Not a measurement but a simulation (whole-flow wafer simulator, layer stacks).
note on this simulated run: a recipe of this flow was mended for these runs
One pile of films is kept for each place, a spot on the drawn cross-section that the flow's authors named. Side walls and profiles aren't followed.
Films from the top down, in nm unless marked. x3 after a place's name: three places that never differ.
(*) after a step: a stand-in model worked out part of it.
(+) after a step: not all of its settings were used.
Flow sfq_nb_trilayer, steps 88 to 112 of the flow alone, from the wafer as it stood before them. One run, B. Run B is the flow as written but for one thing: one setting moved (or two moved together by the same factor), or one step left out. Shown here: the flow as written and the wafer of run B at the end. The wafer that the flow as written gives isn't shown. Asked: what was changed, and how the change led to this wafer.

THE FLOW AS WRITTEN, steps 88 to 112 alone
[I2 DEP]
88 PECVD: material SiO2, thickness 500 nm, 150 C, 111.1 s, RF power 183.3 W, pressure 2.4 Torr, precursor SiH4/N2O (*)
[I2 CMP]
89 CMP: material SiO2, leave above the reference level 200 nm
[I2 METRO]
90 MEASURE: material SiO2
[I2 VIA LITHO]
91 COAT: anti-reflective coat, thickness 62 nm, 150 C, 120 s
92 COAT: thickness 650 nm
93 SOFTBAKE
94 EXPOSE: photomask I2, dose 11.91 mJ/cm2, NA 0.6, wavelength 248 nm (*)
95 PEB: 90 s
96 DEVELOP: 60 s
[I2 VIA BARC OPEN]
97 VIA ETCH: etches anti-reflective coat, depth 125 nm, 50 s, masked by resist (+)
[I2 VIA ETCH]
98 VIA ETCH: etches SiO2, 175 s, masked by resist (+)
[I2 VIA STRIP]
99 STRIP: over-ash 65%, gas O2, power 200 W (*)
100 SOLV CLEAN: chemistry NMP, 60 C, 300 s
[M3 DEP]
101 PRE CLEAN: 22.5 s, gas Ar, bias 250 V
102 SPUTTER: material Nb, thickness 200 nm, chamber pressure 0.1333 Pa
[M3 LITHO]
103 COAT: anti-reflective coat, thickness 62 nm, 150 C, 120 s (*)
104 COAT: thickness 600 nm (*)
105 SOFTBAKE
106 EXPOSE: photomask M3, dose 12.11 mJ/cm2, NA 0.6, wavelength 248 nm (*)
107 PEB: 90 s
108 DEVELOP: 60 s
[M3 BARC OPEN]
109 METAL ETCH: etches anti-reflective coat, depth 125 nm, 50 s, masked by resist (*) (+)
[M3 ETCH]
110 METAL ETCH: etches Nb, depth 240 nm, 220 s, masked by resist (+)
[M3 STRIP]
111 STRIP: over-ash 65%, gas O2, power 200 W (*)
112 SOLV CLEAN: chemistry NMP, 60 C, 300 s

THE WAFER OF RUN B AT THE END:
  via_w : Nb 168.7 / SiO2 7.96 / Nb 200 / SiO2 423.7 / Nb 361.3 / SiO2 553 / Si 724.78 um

The cause: step 98, VIA ETCH: 124 s was run, where the flow has 175 s.

How the change led to this, step by step:
  98 VIA ETCH: etches SiO2, 175 s, masked by resist (+)
      via_w: SiO2 -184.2 (as written it would be: SiO2 -199.7 (all of it), Nb -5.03)
      field_l, v_sur, via_wl and 102 more: KrF-resist-other-grade -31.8 (as written it would be: KrF-resist-other-grade -44.8)
  99 STRIP: over-ash 65%, gas O2, power 200 W (*)
      field_l, v_sur, via_wl and 102 more: KrF-resist-other-grade -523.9 (all of it), anti-reflective coat -62 (all of it) (as written it would be: KrF-resist-other-grade -510.8 (all of it), anti-reflective coat -62 (all of it))
  101 PRE CLEAN: 22.5 s, gas Ar, bias 250 V
      via_w: SiO2 -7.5 (as written it would be: Nb -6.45)
  102 SPUTTER: material Nb, thickness 200 nm, chamber pressure 0.1333 Pa
      via_w: Nb +168.7 (new film) (as written it would be: Nb +164.5)
  103 COAT: anti-reflective coat, thickness 62 nm, 150 C, 120 s (*)
      via_wl, via_wr: anti-reflective coat +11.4 (new film) (as written it would be: anti-reflective coat +16.7 (new film))
      field_l: anti-reflective coat +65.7 (new film) (as written it would be: anti-reflective coat +67.6 (new film))
      (and at 3 more places)
  109 METAL ETCH: etches anti-reflective coat, depth 125 nm, 50 s, masked by resist (*) (+)
      field_l: anti-reflective coat -65.7 (all of it) (as written it would be: anti-reflective coat -67.6 (all of it))
  111 STRIP: over-ash 65%, gas O2, power 200 W (*)
      v_sur: KrF-resist-other-grade -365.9 (all of it), anti-reflective coat -39.2 (all of it) (as written it would be: KrF-resist-other-grade -361 (all of it), anti-reflective coat -46 (all of it))
      via_wl: KrF-resist-other-grade -385 (all of it), anti-reflective coat -11.4 (all of it) (as written it would be: KrF-resist-other-grade -381.1 (all of it), anti-reflective coat -16.7 (all of it))
      (and at 3 more places)
Counting metal films that touch as one body, via_w has 3 bodies (between them, from the top down: SiO2 7.96; SiO2 423.7); the flow as written gives 2 bodies (between them, from the top down: SiO2 423.7).
